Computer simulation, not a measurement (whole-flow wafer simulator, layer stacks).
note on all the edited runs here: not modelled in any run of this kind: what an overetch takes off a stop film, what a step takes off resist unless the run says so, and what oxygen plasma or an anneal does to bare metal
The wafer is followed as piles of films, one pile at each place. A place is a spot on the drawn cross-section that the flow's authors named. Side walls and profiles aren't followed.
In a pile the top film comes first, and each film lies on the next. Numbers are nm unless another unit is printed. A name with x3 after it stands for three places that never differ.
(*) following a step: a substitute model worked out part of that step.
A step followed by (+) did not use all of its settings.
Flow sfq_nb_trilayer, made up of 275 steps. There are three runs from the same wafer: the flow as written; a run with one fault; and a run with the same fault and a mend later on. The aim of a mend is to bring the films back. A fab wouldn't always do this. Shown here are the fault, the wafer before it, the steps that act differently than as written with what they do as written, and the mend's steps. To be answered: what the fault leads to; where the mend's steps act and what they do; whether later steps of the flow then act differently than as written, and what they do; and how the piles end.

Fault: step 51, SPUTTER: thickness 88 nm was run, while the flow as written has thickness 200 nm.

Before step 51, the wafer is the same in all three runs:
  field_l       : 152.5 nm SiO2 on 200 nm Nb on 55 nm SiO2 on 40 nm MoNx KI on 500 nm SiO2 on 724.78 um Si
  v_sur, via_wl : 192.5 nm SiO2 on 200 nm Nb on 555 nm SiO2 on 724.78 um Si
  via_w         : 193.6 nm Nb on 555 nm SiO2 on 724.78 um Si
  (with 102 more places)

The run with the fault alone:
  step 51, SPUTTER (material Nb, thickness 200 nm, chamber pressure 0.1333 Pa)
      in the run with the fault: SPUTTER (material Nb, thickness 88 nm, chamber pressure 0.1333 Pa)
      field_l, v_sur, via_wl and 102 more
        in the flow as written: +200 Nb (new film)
        in the run with the fault: +88 Nb (new film)
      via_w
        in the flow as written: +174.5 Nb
        in the run with the fault: +77.5 Nb
  Steps later in the flow that act otherwise than as written (not shown: 3 more steps that differ only slightly, by at most 2% or 0.5 nm, whichever is larger):
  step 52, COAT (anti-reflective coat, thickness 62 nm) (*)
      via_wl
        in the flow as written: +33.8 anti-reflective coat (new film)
        in the run with the fault: +32 anti-reflective coat (new film)
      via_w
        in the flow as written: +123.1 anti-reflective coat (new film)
        in the run with the fault: +118.3 anti-reflective coat (new film)
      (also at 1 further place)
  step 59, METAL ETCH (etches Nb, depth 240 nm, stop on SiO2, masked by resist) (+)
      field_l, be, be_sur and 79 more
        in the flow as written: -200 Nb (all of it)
        in the run with the fault: -88 Nb (all of it)
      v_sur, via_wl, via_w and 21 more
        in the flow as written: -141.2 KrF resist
        in the run with the fault: -77.6 KrF resist
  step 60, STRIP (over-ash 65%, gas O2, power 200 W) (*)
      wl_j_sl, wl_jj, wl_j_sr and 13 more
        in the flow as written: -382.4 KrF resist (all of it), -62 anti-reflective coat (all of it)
        in the run with the fault: -445.9 KrF resist (all of it), -62 anti-reflective coat (all of it)
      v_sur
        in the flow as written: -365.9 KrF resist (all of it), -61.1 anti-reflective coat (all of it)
        in the run with the fault: -431.5 KrF resist (all of it), -60.6 anti-reflective coat (all of it)
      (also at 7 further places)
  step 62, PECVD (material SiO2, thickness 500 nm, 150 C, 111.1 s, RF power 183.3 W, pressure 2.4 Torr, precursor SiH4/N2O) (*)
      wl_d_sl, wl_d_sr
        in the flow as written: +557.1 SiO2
        in the run with the fault: +500 SiO2
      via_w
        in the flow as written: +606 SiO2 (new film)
        in the run with the fault: +578.7 SiO2 (new film)
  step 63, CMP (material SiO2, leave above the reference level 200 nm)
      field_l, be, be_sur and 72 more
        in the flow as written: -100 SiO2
        in the run with the fault: -212 SiO2
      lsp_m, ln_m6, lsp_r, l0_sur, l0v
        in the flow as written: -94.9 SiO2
        in the run with the fault: -212 SiO2
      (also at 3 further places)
  The piles end different from the flow's at field_l, v_sur, via_wl and 103 more by more than 2% or 0.5 nm, whichever is larger.
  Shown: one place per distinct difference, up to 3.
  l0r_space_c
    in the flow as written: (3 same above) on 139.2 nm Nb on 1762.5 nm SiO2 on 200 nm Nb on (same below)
    in the run with the fault: (3 same above) on 139.2 nm Nb on 1650.5 nm SiO2 on 200 nm Nb on (same below)
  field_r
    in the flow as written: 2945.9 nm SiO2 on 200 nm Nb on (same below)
    in the run with the fault: 2833.9 nm SiO2 on 200 nm Nb on (same below)
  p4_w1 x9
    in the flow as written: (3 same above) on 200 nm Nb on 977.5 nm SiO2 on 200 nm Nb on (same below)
    in the run with the fault: (3 same above) on 200 nm Nb on 865.5 nm SiO2 on 200 nm Nb on (same below)

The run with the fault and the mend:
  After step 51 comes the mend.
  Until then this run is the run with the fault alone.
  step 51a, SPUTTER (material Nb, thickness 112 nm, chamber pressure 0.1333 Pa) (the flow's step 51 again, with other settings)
      field_l, v_sur, via_wl and 102 more
        +112 Nb
      via_w
        +92.7 Nb
  Every later step of the flow that is run acts as written, at every place that is followed, to within 2% or 0.5 nm, whichever is larger.
  At the end the piles are close to the flow's at the places that both follow, differing by at most 2% or 0.5 nm, whichever is larger.
